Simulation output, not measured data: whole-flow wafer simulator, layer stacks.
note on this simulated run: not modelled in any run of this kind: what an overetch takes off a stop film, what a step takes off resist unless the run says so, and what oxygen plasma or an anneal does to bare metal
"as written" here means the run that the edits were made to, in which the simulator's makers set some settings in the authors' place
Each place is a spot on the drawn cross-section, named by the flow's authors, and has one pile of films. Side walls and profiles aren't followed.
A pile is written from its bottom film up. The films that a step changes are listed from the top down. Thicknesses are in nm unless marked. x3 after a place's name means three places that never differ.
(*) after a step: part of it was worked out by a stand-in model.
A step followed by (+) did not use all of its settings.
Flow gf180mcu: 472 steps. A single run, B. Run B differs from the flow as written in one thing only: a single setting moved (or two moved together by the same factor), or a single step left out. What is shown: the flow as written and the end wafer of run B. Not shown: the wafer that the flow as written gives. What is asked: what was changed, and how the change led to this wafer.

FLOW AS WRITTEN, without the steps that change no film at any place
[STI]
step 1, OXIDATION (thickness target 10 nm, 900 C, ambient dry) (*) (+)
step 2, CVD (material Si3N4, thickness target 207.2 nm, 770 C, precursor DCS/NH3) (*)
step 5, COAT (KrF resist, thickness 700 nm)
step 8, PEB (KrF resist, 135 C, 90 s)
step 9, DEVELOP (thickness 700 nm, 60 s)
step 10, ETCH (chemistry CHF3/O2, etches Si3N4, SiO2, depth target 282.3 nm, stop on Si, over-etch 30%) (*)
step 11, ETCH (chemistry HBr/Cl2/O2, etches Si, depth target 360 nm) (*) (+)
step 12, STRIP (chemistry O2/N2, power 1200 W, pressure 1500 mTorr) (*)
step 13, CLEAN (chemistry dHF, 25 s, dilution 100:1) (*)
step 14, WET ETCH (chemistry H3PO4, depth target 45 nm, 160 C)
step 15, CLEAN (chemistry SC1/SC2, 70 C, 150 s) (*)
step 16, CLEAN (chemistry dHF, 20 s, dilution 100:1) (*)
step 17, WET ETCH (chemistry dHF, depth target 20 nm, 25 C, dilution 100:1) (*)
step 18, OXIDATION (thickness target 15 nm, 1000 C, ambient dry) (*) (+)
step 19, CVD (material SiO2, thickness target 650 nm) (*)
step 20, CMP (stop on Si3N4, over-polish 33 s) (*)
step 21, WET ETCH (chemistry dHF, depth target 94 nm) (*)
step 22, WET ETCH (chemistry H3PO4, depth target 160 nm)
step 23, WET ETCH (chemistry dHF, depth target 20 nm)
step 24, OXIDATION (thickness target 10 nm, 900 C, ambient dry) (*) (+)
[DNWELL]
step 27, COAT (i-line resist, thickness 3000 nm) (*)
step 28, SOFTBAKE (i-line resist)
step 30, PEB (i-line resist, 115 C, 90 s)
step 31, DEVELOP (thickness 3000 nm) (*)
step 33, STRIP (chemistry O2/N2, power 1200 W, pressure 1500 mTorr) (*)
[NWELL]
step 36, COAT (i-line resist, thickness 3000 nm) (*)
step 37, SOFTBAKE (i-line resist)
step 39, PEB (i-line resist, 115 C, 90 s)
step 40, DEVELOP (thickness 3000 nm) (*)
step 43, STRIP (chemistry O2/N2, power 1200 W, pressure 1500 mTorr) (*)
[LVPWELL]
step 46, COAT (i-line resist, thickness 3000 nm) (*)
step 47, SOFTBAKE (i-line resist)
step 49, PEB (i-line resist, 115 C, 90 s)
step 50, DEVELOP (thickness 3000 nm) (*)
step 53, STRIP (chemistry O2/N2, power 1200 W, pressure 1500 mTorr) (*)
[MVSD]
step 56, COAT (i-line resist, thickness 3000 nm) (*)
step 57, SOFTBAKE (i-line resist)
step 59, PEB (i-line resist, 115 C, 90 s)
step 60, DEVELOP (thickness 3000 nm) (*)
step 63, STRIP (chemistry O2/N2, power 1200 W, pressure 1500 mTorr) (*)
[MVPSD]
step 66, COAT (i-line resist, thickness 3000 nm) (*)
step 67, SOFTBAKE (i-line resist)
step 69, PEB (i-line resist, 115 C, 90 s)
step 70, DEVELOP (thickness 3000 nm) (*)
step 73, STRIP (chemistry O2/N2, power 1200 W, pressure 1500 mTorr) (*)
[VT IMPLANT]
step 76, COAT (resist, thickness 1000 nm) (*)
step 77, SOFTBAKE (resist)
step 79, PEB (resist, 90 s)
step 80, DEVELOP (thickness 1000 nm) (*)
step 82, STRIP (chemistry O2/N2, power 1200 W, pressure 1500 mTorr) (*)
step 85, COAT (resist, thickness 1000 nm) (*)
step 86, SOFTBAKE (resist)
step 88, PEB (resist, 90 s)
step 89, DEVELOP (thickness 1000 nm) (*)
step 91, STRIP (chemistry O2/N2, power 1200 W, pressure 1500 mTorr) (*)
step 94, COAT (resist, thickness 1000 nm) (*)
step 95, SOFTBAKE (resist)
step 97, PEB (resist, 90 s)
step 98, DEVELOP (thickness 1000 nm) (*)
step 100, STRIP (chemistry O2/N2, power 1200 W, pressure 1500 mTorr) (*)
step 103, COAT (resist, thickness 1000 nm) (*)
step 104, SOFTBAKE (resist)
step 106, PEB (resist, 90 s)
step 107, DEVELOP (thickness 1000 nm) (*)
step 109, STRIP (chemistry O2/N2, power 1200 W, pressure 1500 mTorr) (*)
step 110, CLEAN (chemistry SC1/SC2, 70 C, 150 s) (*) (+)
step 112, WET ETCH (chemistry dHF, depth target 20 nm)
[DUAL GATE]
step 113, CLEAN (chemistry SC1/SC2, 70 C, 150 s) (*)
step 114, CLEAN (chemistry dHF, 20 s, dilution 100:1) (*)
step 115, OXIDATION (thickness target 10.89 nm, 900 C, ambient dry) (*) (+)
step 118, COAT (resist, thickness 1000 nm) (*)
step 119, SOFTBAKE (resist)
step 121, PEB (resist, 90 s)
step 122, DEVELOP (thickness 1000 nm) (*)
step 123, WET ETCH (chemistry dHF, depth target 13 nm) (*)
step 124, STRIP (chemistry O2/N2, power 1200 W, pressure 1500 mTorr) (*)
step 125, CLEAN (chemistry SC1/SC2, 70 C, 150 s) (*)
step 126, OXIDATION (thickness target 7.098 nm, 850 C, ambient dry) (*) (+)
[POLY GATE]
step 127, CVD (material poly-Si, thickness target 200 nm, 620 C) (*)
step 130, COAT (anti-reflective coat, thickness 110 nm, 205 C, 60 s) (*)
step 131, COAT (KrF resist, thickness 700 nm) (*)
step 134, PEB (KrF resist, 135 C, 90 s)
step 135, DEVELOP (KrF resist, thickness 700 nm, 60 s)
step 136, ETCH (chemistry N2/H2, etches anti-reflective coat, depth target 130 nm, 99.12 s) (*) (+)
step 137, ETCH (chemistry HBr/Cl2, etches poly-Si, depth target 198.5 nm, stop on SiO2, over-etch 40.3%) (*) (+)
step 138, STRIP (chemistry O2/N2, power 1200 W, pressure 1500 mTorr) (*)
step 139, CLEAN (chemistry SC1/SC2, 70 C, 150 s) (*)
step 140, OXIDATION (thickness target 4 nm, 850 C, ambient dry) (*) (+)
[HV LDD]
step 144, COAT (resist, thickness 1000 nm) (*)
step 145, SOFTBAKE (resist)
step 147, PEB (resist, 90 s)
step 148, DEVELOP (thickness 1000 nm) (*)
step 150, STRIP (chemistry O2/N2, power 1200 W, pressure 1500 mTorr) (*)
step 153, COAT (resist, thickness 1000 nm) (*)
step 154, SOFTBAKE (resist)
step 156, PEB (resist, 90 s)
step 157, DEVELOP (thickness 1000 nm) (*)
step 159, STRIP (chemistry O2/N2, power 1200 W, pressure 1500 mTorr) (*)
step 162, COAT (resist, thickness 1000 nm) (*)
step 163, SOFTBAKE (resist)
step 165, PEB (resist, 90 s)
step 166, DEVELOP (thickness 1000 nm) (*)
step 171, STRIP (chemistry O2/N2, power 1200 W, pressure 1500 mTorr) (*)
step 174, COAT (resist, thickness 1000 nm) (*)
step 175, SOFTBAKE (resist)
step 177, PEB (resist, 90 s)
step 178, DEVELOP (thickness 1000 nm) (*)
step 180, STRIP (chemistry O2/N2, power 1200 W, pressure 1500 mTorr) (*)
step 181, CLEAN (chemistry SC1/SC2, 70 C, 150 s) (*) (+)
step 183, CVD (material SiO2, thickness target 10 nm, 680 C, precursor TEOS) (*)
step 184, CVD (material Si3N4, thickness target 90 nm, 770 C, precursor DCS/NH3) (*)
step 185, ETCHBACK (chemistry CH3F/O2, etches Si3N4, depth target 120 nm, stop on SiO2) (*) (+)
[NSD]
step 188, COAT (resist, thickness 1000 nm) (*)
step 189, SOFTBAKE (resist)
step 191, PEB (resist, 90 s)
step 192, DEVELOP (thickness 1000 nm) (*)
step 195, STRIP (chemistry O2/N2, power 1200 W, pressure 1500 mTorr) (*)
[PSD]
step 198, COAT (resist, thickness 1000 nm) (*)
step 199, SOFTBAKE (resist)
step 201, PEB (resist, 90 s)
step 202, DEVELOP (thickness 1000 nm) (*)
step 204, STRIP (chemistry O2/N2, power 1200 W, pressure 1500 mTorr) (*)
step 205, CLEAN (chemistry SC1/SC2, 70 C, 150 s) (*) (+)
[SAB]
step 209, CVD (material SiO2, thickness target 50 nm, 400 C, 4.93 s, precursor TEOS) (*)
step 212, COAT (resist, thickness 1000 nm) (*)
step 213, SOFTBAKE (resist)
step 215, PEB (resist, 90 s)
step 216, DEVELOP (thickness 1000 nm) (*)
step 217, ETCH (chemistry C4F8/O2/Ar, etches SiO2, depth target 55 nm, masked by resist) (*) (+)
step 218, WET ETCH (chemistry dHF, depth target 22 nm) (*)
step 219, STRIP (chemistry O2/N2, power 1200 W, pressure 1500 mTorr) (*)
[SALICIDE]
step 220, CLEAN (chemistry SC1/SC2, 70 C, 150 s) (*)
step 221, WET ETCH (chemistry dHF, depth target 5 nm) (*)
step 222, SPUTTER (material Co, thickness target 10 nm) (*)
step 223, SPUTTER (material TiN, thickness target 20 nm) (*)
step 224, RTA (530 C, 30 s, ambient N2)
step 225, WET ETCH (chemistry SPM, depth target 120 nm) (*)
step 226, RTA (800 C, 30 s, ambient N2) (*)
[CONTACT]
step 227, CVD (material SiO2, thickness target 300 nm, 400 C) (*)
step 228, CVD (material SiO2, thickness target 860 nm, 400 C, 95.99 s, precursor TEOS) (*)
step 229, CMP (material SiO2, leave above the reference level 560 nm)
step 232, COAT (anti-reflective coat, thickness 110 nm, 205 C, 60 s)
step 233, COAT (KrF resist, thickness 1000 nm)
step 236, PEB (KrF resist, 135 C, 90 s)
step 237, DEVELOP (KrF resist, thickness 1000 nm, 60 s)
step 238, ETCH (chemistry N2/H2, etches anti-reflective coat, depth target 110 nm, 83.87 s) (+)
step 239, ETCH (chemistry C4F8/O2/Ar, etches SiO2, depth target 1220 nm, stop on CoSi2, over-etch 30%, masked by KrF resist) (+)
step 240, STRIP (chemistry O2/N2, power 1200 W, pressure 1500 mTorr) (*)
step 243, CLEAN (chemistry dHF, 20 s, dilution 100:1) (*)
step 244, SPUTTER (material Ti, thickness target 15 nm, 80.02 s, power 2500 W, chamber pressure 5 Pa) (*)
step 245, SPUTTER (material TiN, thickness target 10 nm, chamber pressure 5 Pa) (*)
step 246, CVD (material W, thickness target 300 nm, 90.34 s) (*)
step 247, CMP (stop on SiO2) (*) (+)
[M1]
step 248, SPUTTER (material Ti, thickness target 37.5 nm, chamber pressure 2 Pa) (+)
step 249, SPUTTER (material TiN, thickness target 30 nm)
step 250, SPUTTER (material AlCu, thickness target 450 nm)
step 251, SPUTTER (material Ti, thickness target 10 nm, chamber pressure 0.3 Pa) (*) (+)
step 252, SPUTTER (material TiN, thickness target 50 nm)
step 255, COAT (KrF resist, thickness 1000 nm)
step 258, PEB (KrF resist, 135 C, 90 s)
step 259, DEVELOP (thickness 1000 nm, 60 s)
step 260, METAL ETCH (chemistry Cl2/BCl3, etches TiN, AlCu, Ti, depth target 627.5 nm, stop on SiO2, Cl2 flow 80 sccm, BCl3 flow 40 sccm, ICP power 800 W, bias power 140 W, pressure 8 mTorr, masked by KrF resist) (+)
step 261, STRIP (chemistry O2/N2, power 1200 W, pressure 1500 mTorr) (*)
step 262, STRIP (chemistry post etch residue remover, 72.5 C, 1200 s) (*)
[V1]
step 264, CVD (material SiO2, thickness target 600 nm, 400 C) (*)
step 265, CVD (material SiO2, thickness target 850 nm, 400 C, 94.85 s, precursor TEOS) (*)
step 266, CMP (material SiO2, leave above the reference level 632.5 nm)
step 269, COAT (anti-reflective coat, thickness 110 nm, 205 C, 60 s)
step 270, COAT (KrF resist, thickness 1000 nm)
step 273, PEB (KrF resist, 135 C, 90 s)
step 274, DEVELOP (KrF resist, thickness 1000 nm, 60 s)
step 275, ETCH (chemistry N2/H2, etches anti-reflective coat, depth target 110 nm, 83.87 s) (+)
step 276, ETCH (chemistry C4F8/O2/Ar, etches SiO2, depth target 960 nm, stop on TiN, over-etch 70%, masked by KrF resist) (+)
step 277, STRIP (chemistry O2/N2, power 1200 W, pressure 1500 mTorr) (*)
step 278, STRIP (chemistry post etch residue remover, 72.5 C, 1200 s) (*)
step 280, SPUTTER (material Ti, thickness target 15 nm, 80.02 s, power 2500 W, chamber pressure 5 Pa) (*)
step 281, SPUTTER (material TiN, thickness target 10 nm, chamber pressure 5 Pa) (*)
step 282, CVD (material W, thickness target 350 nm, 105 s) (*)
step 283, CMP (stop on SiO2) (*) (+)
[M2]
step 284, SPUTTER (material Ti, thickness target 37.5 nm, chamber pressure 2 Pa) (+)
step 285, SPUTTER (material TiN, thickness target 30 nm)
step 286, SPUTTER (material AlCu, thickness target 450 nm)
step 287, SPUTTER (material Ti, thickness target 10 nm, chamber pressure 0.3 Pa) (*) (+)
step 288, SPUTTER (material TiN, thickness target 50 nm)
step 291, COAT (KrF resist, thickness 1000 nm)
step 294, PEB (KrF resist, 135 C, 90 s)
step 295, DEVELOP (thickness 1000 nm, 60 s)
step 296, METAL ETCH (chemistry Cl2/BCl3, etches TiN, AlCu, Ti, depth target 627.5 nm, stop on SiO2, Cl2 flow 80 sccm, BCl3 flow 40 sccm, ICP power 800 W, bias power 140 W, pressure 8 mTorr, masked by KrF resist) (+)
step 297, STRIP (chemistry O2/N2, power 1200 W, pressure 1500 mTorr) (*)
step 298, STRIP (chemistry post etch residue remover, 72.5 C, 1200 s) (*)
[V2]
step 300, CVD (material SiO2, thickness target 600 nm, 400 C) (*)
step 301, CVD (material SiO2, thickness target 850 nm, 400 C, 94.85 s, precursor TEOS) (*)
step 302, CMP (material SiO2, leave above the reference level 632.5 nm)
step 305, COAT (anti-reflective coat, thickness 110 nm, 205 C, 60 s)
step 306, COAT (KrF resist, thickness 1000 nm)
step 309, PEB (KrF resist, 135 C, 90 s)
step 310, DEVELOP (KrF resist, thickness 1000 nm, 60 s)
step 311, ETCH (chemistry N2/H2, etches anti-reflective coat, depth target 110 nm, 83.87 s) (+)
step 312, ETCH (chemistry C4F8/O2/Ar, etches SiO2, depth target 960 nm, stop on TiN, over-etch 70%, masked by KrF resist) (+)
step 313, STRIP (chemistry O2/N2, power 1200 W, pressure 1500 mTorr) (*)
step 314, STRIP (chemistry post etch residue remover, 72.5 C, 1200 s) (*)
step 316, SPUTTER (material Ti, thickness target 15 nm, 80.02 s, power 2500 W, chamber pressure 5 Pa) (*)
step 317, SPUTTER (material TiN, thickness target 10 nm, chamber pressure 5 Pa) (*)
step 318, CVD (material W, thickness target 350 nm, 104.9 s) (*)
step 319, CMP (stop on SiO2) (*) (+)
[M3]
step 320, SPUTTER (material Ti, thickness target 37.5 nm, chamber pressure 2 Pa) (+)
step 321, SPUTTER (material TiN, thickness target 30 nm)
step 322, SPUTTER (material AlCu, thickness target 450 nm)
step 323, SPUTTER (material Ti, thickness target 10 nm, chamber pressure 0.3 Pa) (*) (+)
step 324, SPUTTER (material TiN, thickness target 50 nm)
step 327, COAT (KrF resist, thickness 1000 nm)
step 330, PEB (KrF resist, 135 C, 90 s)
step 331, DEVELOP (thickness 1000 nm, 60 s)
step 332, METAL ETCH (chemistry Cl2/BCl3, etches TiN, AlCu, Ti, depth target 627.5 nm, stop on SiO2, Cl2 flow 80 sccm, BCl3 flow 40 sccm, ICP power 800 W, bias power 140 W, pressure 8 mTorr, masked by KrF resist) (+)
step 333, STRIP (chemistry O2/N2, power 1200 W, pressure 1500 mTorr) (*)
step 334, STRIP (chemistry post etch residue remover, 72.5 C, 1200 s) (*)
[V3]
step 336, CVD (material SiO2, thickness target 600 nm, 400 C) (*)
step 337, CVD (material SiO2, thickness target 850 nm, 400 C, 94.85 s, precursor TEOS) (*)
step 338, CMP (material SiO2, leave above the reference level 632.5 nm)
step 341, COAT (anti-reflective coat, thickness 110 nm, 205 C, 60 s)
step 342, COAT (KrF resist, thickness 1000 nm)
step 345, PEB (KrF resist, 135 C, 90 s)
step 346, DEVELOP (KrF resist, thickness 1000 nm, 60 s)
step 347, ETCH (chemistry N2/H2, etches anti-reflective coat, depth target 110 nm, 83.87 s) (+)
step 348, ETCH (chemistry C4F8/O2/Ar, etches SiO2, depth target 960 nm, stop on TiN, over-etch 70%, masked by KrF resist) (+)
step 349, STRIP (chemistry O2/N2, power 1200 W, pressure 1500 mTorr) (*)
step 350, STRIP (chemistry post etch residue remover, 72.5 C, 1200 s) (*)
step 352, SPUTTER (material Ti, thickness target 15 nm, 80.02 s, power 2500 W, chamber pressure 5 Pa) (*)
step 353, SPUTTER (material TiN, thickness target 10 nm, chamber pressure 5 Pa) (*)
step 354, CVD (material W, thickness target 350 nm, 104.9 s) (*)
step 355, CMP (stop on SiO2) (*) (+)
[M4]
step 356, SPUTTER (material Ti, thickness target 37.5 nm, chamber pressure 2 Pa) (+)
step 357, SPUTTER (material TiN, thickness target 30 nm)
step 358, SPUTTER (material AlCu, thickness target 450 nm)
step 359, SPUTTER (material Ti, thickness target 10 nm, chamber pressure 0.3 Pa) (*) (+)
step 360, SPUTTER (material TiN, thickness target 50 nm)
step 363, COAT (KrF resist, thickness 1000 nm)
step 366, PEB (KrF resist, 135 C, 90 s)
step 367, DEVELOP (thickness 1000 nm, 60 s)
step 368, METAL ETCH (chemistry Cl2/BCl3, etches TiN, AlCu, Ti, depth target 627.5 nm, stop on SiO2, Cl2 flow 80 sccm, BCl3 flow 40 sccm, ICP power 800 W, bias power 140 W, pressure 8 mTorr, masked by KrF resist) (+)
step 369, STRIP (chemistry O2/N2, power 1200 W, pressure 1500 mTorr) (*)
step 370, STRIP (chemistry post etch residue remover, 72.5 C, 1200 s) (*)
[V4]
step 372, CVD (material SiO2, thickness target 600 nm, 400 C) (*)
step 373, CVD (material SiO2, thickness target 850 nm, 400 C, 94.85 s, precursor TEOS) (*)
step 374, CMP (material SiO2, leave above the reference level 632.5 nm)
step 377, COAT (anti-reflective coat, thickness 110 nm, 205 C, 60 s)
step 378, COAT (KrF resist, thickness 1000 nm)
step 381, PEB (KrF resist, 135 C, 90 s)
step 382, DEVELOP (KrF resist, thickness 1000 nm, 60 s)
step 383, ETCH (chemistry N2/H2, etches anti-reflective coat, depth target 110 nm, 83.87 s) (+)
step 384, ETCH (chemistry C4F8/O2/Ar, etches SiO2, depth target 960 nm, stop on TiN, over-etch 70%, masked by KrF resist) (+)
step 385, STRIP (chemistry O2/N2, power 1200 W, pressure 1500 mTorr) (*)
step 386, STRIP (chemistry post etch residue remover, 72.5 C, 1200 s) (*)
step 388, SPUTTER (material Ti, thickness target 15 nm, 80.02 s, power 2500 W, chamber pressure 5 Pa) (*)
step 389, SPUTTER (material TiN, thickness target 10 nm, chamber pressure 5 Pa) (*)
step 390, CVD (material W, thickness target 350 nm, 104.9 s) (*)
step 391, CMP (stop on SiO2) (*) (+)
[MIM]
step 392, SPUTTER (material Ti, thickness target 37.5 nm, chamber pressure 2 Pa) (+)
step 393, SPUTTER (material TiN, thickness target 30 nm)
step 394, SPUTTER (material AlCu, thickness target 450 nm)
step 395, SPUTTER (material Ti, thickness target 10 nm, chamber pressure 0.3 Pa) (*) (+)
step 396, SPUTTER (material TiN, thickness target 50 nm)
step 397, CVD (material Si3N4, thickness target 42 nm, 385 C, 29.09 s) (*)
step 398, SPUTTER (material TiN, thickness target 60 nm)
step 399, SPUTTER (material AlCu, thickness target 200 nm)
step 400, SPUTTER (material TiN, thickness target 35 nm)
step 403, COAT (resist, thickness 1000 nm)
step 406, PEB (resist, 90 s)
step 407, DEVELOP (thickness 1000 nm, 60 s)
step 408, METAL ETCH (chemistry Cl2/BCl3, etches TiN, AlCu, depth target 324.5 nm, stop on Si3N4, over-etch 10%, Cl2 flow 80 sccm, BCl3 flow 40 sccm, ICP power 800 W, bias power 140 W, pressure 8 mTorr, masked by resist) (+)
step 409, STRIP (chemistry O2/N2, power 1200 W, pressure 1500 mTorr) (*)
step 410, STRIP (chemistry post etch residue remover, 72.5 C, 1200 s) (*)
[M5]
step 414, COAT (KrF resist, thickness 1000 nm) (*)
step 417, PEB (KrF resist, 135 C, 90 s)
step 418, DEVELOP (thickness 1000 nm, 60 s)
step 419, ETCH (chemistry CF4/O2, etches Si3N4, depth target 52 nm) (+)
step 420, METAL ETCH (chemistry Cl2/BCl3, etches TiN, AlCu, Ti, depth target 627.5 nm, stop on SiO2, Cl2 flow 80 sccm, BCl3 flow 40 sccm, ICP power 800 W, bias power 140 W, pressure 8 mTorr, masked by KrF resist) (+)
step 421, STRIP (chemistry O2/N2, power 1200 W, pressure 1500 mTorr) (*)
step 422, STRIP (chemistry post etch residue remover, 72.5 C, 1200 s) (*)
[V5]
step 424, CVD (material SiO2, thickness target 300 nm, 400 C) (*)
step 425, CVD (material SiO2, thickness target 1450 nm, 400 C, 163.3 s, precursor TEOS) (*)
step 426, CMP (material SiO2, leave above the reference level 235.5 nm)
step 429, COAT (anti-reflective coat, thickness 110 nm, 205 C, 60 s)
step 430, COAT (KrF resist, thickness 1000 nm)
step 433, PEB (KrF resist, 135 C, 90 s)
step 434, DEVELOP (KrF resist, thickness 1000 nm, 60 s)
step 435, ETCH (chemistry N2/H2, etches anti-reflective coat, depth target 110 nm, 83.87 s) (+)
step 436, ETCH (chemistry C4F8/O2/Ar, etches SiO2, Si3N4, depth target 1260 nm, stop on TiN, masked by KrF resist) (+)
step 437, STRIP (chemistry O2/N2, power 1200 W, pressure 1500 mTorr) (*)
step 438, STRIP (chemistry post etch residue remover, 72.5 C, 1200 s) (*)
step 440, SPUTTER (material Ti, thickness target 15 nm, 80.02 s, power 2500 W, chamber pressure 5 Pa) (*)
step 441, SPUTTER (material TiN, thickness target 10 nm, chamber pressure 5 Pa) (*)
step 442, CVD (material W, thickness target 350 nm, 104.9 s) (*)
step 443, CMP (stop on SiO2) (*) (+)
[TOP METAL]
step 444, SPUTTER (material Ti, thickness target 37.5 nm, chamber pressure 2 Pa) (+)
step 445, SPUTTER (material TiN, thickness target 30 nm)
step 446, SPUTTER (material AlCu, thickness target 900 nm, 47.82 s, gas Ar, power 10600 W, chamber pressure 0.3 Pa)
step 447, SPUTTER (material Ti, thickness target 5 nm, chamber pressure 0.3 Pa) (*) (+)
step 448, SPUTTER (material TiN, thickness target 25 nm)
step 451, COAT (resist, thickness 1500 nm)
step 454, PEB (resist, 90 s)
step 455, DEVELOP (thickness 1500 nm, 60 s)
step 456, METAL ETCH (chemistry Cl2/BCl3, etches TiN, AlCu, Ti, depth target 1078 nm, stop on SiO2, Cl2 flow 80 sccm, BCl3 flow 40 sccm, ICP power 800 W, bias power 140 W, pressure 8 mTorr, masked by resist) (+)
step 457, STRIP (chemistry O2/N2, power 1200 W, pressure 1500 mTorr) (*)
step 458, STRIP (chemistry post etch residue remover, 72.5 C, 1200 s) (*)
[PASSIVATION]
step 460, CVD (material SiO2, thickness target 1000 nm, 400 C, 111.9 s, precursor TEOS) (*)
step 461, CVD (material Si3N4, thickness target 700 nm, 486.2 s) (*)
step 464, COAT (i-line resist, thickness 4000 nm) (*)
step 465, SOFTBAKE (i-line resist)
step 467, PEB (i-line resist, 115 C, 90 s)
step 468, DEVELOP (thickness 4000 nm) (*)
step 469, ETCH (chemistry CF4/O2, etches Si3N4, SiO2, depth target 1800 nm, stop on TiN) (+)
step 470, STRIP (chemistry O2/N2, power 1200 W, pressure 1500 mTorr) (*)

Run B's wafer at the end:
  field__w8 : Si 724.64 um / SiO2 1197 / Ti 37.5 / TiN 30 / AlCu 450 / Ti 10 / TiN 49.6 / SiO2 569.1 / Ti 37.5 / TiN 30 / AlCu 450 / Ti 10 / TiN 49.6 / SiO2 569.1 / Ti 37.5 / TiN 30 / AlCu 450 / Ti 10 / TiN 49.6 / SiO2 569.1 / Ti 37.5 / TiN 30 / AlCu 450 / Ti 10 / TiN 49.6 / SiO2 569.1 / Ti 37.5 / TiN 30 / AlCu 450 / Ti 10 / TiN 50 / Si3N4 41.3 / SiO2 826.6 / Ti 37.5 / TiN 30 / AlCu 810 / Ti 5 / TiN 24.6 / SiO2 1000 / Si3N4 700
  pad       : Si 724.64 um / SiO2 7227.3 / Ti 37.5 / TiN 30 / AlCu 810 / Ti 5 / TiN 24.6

The reason: step 446, SPUTTER: thickness target 810 nm was run, though the flow has thickness target 900 nm.
One can read it off the wafer: field__w8 has AlCu 810, and step 446 as written asks for 900 nm.

Step by step, how the change led to this:
  step 446, SPUTTER (material AlCu, thickness target 900 nm, 47.82 s, gas Ar, power 10600 W, chamber pressure 0.3 Pa)
      field, field__w1, field__w2 and 109 more: +810 AlCu (new film) (in the flow as written it would be: +900 AlCu (new film))
  step 456, METAL ETCH (chemistry Cl2/BCl3, etches TiN, AlCu, Ti, depth target 1078 nm, stop on SiO2, Cl2 flow 80 sccm, BCl3 flow 40 sccm, ICP power 800 W, bias power 140 W, pressure 8 mTorr, masked by resist) (+)
      field, field__w1, field__w2 and 103 more: -25 TiN (all of it), -5 Ti (all of it), -810 AlCu (all of it), -30 TiN (all of it), -37.5 Ti (all of it) (in the flow as written it would be: -25 TiN (all of it), -5 Ti (all of it), -900 AlCu (all of it), -30 TiN (all of it), -37.5 Ti (all of it))
  step 464, COAT (i-line resist, thickness 4000 nm) (*)
      field__w8: +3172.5 i-line resist (new film) (in the flow as written it would be: +3093.1 i-line resist (new film))
      contact: +3224.4 i-line resist (new film) (in the flow as written it would be: +3153.6 i-line resist (new film))
      (and at 4 other places as well)
  step 465, SOFTBAKE (i-line resist)
      field__w5, field__w9: +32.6 i-line resist (in the flow as written it would be: +37.3 i-line resist)
      field__w11, field__w13: +33 i-line resist (in the flow as written it would be: +37.9 i-line resist)
      (and at 65 other places as well)
  step 467, PEB (i-line resist, 115 C, 90 s)
      field__w8, m1__w1: -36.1 i-line resist (in the flow as written it would be: -34.7 i-line resist)
      contact, m1: -36.4 i-line resist (in the flow as written it would be: -35.1 i-line resist)
      (and at 2 other places as well)
  step 468, DEVELOP (thickness 4000 nm) (*)
      pad: -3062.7 i-line resist (all of it) (in the flow as written it would be: -2974.8 i-line resist (all of it))
  step 470, STRIP (chemistry O2/N2, power 1200 W, pressure 1500 mTorr) (*)
      field__w8, m1__w1: -1874.4 i-line resist (all of it) (in the flow as written it would be: -1787.7 i-line resist (all of it))
      contact: -1894.6 i-line resist (all of it) (in the flow as written it would be: -1811.2 i-line resist (all of it))
      (and at 2 other places as well)
